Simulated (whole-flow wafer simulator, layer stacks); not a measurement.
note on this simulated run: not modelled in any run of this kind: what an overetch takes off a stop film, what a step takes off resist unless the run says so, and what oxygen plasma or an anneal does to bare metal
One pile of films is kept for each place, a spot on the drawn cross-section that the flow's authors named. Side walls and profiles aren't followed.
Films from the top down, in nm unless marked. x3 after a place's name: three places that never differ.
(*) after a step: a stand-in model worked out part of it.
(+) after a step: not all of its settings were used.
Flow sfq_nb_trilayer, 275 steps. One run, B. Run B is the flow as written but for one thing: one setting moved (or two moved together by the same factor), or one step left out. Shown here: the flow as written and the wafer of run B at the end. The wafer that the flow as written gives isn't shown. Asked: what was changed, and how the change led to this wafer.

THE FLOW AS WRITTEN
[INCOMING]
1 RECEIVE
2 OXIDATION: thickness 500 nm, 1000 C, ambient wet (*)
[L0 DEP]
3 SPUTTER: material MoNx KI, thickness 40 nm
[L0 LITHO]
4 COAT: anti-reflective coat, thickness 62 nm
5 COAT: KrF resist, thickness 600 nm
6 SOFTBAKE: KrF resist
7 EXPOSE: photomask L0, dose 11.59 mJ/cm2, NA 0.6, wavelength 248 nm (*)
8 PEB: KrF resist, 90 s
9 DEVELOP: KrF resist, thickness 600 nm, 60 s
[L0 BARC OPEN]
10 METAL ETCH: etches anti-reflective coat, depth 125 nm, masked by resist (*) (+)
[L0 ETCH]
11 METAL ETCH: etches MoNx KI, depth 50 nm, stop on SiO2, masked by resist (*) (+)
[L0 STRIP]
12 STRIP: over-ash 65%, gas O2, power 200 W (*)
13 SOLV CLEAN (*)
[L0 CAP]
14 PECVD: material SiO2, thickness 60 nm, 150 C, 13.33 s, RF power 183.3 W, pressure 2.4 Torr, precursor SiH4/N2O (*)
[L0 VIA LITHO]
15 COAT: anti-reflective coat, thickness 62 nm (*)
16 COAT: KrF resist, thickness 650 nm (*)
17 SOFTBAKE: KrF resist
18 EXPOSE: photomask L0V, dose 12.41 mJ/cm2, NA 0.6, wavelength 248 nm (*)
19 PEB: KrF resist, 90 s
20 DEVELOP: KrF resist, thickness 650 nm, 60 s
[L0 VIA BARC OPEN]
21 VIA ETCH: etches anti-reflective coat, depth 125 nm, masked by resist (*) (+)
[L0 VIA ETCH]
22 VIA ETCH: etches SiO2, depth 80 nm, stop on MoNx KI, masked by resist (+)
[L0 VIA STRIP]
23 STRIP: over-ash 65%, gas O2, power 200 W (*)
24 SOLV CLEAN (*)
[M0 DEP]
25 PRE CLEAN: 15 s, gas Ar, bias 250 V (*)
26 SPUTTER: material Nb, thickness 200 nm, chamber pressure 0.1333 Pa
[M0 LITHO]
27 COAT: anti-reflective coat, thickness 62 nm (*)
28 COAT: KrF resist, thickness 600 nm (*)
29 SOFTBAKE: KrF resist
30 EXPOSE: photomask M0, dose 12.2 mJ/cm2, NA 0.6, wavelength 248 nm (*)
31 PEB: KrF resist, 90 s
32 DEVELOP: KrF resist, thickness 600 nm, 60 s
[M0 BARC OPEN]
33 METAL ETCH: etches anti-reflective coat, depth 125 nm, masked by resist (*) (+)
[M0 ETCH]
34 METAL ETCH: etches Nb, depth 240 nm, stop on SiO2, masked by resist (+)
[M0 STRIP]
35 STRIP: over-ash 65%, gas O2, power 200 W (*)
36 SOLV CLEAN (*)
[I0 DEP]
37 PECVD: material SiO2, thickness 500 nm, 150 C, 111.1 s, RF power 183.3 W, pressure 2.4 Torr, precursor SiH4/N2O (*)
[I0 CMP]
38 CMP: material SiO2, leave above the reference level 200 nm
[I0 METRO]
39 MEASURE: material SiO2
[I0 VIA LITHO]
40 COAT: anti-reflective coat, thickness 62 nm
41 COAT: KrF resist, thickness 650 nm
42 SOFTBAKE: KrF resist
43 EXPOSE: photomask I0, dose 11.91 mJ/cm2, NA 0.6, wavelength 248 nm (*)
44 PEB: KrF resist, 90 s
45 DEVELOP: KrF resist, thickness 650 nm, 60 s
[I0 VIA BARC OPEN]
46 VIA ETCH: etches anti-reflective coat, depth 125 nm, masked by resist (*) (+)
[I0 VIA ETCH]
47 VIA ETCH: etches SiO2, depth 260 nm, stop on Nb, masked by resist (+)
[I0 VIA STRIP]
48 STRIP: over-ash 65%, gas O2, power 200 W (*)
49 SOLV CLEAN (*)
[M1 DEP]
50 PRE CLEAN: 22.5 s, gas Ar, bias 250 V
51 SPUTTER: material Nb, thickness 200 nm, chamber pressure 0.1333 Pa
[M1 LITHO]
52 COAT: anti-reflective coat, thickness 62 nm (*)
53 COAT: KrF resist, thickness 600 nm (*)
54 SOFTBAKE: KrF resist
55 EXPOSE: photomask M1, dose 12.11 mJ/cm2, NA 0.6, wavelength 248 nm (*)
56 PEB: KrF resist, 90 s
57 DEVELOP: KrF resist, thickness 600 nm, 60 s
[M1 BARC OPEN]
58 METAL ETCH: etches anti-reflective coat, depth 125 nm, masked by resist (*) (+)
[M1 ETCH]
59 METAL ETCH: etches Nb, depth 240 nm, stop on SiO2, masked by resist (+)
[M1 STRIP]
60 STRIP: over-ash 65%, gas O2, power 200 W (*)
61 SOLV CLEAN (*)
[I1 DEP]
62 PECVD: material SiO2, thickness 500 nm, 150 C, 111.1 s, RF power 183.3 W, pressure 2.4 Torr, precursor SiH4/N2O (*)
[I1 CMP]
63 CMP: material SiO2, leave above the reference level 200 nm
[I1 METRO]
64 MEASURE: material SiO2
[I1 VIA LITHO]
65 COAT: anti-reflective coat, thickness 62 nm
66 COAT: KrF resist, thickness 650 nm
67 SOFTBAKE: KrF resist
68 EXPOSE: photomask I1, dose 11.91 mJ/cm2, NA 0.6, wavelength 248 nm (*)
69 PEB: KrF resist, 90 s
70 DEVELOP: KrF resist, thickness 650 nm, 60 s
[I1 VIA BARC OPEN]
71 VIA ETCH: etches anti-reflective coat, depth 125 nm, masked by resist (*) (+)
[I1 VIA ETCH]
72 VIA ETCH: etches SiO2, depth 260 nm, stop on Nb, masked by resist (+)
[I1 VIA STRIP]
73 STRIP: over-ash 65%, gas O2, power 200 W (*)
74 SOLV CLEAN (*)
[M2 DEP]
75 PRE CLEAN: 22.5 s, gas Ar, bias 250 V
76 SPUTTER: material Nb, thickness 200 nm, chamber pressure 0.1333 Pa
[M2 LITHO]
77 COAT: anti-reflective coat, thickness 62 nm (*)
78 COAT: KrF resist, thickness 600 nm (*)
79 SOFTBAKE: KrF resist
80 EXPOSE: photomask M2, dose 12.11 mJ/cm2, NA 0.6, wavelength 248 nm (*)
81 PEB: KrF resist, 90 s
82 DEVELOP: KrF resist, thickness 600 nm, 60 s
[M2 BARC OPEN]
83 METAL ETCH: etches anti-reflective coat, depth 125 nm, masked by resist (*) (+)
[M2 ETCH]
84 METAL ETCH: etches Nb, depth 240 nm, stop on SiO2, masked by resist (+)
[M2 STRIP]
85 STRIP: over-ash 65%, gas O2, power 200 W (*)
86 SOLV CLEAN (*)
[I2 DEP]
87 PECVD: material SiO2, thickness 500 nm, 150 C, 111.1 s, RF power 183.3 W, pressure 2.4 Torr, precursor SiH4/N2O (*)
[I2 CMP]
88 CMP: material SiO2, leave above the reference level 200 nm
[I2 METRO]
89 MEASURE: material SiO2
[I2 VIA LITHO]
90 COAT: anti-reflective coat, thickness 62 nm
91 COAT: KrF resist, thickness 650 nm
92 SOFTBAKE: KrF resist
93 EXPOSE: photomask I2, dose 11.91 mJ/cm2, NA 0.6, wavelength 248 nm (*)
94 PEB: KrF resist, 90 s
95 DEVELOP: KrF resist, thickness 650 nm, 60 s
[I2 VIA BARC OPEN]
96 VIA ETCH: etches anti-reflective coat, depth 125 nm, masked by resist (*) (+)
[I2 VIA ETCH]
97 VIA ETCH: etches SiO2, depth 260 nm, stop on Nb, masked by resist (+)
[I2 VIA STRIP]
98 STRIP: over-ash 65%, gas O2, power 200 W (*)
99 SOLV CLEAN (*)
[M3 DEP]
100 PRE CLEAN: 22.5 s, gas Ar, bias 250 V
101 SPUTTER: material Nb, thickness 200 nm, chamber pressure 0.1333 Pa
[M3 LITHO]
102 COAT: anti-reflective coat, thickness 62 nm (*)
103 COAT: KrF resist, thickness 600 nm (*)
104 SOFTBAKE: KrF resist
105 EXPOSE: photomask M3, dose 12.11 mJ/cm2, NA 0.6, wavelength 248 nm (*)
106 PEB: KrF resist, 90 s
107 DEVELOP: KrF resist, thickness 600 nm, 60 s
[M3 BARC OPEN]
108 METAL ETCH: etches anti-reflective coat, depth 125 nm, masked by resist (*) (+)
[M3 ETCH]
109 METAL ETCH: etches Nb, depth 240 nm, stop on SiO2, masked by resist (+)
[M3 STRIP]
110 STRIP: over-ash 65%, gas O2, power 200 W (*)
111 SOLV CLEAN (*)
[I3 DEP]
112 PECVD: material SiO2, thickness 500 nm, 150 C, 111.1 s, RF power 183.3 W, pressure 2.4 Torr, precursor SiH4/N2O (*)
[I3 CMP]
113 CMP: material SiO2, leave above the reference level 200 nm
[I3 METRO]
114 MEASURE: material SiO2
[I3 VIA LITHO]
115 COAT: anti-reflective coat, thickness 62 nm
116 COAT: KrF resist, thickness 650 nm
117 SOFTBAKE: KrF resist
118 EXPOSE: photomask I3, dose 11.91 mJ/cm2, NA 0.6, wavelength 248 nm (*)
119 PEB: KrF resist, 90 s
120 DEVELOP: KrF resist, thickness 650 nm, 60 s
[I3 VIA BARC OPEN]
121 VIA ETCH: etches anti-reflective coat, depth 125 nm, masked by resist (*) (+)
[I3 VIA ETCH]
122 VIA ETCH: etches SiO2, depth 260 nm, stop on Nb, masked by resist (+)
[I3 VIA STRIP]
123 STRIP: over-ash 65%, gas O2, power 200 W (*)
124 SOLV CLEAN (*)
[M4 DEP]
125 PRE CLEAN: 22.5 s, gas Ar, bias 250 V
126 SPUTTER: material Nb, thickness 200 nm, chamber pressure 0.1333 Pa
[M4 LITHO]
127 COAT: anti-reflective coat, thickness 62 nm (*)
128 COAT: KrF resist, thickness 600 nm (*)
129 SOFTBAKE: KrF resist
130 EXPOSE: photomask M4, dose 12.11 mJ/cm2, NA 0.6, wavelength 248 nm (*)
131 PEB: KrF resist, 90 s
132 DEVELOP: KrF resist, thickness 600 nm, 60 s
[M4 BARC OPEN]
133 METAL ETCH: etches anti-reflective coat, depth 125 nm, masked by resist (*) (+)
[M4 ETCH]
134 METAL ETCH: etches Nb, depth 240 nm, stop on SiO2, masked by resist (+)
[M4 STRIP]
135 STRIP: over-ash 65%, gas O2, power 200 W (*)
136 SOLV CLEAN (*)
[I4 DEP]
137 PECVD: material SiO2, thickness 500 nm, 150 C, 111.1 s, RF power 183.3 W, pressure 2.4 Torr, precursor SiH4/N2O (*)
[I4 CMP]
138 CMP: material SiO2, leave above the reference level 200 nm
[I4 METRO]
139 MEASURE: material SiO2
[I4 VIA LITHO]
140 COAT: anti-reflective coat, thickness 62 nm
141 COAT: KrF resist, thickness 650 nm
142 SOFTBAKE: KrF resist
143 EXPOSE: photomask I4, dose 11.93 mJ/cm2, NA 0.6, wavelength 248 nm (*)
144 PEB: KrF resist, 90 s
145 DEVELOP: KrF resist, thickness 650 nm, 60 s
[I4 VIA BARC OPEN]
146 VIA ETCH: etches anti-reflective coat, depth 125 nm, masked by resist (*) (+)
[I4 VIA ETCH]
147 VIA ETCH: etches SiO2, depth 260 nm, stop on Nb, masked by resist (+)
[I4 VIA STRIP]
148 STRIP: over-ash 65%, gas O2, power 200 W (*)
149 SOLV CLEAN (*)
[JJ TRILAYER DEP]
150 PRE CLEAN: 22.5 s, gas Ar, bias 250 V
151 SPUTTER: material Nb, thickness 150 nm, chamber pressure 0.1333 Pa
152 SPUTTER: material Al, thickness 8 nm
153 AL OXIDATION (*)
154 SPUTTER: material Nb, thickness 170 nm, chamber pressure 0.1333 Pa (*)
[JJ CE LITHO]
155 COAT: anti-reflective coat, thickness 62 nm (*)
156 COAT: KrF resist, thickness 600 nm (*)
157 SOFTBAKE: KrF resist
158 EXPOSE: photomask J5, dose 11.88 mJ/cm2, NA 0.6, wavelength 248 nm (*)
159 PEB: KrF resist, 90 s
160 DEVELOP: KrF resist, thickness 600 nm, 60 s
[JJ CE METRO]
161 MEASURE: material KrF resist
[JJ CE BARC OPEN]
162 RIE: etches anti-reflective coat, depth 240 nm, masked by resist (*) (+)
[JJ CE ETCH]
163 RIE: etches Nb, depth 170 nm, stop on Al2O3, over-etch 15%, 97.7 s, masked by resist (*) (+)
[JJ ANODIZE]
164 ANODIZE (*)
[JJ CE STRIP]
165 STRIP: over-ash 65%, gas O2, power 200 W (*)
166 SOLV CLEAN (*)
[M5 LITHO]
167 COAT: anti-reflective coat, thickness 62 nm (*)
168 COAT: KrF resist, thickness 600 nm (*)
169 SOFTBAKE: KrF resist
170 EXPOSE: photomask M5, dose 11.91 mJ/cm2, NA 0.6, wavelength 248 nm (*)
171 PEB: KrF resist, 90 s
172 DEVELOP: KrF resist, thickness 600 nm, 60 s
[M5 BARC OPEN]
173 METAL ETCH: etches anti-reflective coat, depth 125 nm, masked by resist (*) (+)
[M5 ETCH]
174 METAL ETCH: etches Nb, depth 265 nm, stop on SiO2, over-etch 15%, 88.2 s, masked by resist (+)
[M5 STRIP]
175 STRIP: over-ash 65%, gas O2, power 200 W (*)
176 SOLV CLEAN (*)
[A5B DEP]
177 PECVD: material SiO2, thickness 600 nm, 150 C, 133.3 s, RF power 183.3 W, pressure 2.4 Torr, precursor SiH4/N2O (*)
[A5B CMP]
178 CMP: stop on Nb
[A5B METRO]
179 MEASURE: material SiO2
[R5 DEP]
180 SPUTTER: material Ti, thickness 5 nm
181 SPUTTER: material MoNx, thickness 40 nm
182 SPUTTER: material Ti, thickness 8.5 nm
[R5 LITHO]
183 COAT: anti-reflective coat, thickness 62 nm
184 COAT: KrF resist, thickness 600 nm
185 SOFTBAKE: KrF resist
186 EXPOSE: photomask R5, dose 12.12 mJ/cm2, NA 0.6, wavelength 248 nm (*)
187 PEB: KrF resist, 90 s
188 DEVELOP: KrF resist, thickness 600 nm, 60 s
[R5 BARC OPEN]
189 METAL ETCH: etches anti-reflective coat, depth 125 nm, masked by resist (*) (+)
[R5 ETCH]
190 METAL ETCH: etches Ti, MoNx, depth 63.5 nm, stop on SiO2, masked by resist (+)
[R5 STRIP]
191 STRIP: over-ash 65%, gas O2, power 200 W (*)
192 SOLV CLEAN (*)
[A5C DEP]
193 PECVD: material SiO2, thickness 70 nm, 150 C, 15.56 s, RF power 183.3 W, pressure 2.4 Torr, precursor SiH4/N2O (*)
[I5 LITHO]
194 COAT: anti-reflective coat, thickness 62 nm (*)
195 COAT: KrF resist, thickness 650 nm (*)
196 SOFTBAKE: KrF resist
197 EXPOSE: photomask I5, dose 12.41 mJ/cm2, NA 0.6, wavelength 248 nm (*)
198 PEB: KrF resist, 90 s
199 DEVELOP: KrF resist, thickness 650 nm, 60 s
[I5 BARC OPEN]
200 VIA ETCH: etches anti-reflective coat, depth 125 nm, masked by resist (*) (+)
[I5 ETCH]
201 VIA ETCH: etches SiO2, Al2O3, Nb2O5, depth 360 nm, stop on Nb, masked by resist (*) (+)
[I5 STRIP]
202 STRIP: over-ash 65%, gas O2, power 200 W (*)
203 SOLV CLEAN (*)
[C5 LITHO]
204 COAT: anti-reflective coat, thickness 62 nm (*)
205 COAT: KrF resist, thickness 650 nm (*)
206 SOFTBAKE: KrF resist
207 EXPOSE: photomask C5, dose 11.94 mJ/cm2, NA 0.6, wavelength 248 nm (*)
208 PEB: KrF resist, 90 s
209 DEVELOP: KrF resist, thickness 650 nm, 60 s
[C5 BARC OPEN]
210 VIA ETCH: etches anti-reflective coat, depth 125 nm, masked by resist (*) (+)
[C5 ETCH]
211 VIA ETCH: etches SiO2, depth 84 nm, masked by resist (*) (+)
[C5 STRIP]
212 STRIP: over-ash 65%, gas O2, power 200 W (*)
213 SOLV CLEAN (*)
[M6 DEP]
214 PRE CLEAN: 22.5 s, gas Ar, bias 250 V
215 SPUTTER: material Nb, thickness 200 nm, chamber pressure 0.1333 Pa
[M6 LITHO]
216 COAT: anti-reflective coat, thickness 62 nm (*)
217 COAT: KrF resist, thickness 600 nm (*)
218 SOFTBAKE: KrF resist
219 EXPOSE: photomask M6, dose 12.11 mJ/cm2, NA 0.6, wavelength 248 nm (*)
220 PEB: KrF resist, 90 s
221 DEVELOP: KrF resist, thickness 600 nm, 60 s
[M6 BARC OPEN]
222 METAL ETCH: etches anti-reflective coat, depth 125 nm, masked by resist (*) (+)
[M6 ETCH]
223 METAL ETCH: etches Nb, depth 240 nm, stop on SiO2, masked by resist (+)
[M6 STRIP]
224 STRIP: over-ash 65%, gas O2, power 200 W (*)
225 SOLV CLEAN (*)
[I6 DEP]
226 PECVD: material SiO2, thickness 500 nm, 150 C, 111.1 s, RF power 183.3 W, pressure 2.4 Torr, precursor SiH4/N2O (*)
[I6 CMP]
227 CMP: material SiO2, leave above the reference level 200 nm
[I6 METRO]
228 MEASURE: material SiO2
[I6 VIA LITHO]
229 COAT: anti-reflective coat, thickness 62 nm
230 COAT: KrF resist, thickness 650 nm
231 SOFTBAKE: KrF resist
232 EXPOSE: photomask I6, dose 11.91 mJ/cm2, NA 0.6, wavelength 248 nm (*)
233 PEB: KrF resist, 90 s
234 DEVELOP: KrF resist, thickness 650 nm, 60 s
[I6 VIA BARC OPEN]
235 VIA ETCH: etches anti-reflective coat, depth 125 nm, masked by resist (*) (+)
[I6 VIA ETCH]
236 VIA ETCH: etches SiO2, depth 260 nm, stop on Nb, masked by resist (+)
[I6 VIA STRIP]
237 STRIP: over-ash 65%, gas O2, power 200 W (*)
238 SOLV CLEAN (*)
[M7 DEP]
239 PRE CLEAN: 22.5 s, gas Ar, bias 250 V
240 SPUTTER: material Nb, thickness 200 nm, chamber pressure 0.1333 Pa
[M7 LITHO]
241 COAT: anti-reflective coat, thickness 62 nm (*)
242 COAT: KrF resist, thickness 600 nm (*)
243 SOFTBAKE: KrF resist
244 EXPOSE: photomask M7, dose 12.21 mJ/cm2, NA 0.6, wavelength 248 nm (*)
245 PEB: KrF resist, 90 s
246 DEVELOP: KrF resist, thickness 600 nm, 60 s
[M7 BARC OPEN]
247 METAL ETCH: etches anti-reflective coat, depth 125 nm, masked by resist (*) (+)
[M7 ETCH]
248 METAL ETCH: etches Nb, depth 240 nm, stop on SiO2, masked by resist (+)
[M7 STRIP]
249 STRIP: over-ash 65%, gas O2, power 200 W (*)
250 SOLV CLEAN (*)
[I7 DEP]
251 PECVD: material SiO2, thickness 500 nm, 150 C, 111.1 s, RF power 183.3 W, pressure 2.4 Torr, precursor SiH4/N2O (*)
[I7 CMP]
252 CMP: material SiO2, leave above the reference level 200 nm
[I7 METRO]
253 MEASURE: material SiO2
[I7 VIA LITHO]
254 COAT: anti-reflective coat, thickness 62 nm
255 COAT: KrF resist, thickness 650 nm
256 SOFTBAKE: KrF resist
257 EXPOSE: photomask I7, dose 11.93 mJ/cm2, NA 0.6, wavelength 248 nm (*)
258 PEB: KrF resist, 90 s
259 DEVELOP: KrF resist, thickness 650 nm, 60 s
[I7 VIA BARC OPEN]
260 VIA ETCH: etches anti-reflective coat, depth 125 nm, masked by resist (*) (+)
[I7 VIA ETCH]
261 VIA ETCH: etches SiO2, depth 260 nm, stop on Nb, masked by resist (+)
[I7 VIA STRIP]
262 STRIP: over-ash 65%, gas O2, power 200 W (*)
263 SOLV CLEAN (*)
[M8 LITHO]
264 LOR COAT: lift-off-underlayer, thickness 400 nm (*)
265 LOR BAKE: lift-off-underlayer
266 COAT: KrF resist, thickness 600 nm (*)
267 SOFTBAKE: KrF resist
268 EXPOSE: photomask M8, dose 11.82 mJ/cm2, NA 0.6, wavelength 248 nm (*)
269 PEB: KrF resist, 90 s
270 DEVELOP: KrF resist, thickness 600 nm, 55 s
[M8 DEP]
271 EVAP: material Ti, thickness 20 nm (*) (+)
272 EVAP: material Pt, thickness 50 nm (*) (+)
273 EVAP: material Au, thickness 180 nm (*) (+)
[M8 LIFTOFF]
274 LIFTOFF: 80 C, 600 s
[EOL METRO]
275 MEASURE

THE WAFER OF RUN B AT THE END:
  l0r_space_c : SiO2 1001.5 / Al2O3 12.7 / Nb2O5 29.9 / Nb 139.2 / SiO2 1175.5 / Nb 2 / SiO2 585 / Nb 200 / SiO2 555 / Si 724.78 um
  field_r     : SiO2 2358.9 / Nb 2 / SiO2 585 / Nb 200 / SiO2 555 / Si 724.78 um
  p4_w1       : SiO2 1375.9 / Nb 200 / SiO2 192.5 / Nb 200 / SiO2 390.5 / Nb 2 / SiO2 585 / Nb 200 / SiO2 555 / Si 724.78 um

The cause: step 84, METAL ETCH: depth 198 nm was run, where the flow has depth 240 nm.

How the change led to this, step by step:
  84 METAL ETCH: etches Nb, depth 240 nm, stop on SiO2, masked by resist (+)
      field_l, be, be_sur and 81 more: Nb -198 (as written it would be: Nb -200 (all of it))
      v_sur, via_wl, via_w and 19 more: KrF resist -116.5 (as written it would be: KrF resist -141.2)
  85 STRIP: over-ash 65%, gas O2, power 200 W (*)
      wl_j_sl, wl_jj, wl_j_sr and 12 more: KrF resist -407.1 (all of it), anti-reflective coat -62 (all of it) (as written it would be: KrF resist -382.4 (all of it), anti-reflective coat -62 (all of it))
      v_sur: KrF resist -404.7 (all of it), anti-reflective coat -61.4 (all of it) (as written it would be: KrF resist -380 (all of it), anti-reflective coat -61.4 (all of it))
      (and at 6 more places)
  87 PECVD: material SiO2, thickness 500 nm, 150 C, 111.1 s, RF power 183.3 W, pressure 2.4 Torr, precursor SiH4/N2O (*)
      field_l, be, be_sur and 81 more: SiO2 +500 (new film) (as written it would be: SiO2 +500)
Counting metal films that touch as one body, l0r_space_c has 3 bodies (between them, from the top down: SiO2 1175.5; SiO2 585); the flow as written gives 2 bodies (between them, from the top down: SiO2 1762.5).
Counting metal films that touch as one body, field_r has 2 bodies (between them, from the top down: SiO2 585); the flow as written gives 1 body.
Counting metal films that touch as one body, p4_w1 has 4 bodies (between them, from the top down: SiO2 192.5; SiO2 390.5; SiO2 585); the flow as written gives 3 bodies (between them, from the top down: SiO2 192.5; SiO2 977.5).
